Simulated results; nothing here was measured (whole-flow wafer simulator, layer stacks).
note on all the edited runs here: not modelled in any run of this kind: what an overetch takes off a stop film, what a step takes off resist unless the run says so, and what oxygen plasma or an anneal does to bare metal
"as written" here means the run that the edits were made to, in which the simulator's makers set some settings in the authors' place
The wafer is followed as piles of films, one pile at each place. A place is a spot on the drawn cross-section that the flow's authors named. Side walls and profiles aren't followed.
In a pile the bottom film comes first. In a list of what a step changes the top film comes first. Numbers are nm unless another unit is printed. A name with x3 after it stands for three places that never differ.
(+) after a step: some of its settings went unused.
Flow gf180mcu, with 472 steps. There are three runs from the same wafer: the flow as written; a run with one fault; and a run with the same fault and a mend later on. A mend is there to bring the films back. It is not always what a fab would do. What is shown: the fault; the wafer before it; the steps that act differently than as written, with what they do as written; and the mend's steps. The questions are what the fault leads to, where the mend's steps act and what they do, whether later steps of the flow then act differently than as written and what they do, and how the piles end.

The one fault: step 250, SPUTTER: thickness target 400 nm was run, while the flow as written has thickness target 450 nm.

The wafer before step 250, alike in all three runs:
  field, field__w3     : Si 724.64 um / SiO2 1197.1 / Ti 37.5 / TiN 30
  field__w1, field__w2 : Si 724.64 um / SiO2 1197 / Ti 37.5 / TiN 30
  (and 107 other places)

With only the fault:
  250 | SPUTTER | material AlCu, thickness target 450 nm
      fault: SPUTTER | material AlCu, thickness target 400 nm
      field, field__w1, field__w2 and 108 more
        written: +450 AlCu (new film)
        fault: +400 AlCu (new film)
  Steps later in the flow that act otherwise than as written:
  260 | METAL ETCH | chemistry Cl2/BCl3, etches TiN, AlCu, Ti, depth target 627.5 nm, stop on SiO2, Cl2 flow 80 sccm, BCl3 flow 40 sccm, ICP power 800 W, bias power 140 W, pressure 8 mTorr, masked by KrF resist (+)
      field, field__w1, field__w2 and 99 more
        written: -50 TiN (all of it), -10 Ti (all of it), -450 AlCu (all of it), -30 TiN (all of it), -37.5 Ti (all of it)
        fault: -50 TiN (all of it), -10 Ti (all of it), -400 AlCu (all of it), -30 TiN (all of it), -37.5 Ti (all of it)
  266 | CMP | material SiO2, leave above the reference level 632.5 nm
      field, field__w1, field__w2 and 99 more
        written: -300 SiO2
        fault: -350 SiO2
  By the end, the piles at field__w8, contact, m1 and 6 more depart from the flow's by more than 2% or 0.5 nm, whichever is larger.
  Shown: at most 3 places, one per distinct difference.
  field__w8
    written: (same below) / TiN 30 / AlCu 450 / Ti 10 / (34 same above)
    fault: (same below) / TiN 30 / AlCu 400 / Ti 10 / (34 same above)
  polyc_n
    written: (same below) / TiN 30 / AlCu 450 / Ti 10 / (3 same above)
    fault: (same below) / TiN 30 / AlCu 400 / Ti 10 / (3 same above)
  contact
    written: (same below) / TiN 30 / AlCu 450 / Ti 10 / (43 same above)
    fault: (same below) / TiN 30 / AlCu 400 / Ti 10 / (43 same above)

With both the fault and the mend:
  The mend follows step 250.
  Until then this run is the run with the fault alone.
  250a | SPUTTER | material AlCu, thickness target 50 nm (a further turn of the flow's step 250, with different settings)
      field, field__w1, field__w2 and 108 more
        +50 AlCu
  None of the later steps of the flow acts differently than as written at any place that is followed.
  By the end, the piles equal the flow's at every place that both follow.
